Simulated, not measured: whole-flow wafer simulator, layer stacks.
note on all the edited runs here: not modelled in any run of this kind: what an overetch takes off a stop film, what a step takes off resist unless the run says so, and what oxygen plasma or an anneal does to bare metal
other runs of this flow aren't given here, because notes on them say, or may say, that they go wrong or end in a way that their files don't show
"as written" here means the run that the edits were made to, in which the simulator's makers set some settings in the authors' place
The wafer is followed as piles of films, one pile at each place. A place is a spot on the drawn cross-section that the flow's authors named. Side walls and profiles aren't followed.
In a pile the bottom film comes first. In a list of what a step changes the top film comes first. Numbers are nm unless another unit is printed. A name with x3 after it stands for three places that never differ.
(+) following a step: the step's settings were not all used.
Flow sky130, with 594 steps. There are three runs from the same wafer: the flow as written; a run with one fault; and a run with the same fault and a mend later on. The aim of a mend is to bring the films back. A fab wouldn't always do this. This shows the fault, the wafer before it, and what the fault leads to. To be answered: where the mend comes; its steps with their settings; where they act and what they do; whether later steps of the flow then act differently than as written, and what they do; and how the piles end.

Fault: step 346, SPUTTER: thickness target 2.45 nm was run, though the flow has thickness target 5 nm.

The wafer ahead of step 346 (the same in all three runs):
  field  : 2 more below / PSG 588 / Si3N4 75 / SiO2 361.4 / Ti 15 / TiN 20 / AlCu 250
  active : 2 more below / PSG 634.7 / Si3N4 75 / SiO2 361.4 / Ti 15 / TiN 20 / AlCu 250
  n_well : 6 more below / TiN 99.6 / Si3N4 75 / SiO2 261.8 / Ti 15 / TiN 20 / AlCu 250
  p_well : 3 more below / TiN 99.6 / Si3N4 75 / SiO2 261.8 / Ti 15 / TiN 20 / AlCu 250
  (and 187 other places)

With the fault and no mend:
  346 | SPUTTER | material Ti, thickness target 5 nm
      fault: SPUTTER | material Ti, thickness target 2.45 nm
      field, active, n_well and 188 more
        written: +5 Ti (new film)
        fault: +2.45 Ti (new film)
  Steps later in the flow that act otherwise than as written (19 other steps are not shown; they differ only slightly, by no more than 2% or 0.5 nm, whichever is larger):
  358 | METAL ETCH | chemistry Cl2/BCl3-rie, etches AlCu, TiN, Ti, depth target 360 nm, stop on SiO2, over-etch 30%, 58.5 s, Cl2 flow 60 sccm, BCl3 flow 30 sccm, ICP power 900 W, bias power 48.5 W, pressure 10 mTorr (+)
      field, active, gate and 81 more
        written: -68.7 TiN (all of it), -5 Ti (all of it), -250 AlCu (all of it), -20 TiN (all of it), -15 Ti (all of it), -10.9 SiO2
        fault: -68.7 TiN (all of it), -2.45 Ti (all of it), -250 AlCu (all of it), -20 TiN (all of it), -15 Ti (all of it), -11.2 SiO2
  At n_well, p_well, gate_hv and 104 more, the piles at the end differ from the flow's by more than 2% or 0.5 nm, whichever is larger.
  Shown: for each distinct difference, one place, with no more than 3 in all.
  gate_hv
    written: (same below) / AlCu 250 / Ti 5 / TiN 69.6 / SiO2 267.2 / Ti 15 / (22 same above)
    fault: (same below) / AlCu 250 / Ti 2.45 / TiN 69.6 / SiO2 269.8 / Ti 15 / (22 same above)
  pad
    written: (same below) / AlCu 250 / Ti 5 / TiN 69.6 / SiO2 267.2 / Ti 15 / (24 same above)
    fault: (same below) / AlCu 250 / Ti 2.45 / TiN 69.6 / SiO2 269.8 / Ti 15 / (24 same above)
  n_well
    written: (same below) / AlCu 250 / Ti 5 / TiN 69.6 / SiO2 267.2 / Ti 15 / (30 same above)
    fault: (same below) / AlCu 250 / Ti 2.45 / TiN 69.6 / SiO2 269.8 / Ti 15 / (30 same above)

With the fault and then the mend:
  The mend follows step 346.
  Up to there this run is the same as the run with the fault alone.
  346a | SPUTTER | material Ti, thickness target 2.55 nm (a further turn of the flow's step 346, with different settings)
      field, active, n_well and 188 more
        +2.55 Ti
  Every later step of the flow that is run acts as written at every place that is followed.
  The piles end the same as the flow's at every place that both follow.
